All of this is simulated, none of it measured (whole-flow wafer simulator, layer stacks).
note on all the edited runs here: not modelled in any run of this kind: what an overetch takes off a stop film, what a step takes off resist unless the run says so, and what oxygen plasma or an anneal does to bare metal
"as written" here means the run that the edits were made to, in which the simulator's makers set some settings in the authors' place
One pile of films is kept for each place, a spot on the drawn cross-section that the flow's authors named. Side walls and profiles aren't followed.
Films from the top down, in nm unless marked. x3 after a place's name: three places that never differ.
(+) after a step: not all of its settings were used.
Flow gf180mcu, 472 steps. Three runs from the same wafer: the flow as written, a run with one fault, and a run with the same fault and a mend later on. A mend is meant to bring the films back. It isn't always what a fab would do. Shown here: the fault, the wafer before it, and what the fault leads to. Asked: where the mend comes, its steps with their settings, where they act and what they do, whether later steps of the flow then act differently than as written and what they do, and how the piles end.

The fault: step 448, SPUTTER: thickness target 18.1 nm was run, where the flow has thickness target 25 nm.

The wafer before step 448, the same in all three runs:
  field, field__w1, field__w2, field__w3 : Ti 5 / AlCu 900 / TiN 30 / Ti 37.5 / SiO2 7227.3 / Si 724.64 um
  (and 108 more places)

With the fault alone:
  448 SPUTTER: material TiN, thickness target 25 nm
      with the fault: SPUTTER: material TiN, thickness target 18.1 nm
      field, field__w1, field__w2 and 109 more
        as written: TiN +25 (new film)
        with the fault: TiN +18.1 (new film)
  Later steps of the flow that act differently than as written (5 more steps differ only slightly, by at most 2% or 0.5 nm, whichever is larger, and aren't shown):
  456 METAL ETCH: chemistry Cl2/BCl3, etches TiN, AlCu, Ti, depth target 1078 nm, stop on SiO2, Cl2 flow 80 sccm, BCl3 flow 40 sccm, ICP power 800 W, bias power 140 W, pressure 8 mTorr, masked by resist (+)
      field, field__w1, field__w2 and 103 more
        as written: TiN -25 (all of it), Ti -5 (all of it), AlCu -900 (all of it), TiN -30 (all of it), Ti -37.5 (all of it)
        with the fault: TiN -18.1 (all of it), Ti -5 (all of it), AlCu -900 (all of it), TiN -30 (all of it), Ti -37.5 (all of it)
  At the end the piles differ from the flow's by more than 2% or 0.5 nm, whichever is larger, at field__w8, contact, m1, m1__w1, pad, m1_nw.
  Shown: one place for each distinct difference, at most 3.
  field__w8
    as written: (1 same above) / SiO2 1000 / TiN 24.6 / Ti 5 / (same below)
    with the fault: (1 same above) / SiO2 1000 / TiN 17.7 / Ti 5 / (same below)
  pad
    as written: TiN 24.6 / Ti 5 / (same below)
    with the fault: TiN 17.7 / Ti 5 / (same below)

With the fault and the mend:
  The mend comes after step 448.
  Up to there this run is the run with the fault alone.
  448a SPUTTER: material TiN, thickness target 6.9 nm (the flow's step 448 once more, with other settings)
      field, field__w1, field__w2 and 109 more
        TiN +6.9
  No later step of the flow acts differently than as written at any place that is followed.
  At the end the piles are the same as the flow's at every place that both follow.
